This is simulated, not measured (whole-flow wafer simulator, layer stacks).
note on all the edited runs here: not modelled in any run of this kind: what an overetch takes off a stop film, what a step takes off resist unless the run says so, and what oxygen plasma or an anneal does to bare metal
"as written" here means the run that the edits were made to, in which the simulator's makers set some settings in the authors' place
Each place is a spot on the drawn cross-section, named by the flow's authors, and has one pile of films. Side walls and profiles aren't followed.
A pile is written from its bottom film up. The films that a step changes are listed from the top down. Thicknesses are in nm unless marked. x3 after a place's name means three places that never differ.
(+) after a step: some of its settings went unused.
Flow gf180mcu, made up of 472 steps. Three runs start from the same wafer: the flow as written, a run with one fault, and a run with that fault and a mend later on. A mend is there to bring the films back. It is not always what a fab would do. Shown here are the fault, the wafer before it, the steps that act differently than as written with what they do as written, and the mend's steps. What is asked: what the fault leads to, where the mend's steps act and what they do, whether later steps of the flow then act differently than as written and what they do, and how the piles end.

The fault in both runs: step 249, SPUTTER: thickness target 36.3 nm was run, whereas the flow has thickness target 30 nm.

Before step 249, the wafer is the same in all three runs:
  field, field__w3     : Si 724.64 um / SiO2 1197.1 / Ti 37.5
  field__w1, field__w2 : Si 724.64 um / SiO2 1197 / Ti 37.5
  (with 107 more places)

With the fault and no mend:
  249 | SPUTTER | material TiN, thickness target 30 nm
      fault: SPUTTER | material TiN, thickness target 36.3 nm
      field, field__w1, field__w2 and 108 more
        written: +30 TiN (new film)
        fault: +36.3 TiN (new film)
  Steps later in the flow that act otherwise than as written:
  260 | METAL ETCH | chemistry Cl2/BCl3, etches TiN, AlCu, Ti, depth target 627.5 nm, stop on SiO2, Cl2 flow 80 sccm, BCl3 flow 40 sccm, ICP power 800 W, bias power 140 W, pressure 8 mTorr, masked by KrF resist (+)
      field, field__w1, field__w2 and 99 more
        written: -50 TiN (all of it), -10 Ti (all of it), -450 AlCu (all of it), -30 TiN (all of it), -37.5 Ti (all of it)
        fault: -50 TiN (all of it), -10 Ti (all of it), -450 AlCu (all of it), -36.3 TiN (all of it), -37.5 Ti (all of it)
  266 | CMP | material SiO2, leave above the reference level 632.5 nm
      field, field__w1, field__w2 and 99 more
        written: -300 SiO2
        fault: -293.7 SiO2
  By the end, the piles at field__w8, contact, m1 and 6 more depart from the flow's by more than 2% or 0.5 nm, whichever is larger.
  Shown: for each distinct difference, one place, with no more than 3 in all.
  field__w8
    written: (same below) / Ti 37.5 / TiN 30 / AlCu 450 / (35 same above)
    fault: (same below) / Ti 37.5 / TiN 36.3 / AlCu 450 / (35 same above)
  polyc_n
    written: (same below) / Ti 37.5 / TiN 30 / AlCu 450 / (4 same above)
    fault: (same below) / Ti 37.5 / TiN 36.3 / AlCu 450 / (4 same above)
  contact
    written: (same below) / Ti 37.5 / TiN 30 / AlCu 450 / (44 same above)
    fault: (same below) / Ti 37.5 / TiN 36.3 / AlCu 450 / (44 same above)

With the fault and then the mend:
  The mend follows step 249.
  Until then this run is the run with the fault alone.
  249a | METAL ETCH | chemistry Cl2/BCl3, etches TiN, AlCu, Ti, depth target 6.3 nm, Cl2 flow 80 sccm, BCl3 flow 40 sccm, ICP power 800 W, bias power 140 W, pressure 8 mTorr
      field, field__w1, field__w2 and 108 more
        -6.3 TiN
  None of the later steps of the flow acts differently than as written at any place that is followed.
  At every place that both follow, the piles at the end match the flow's.
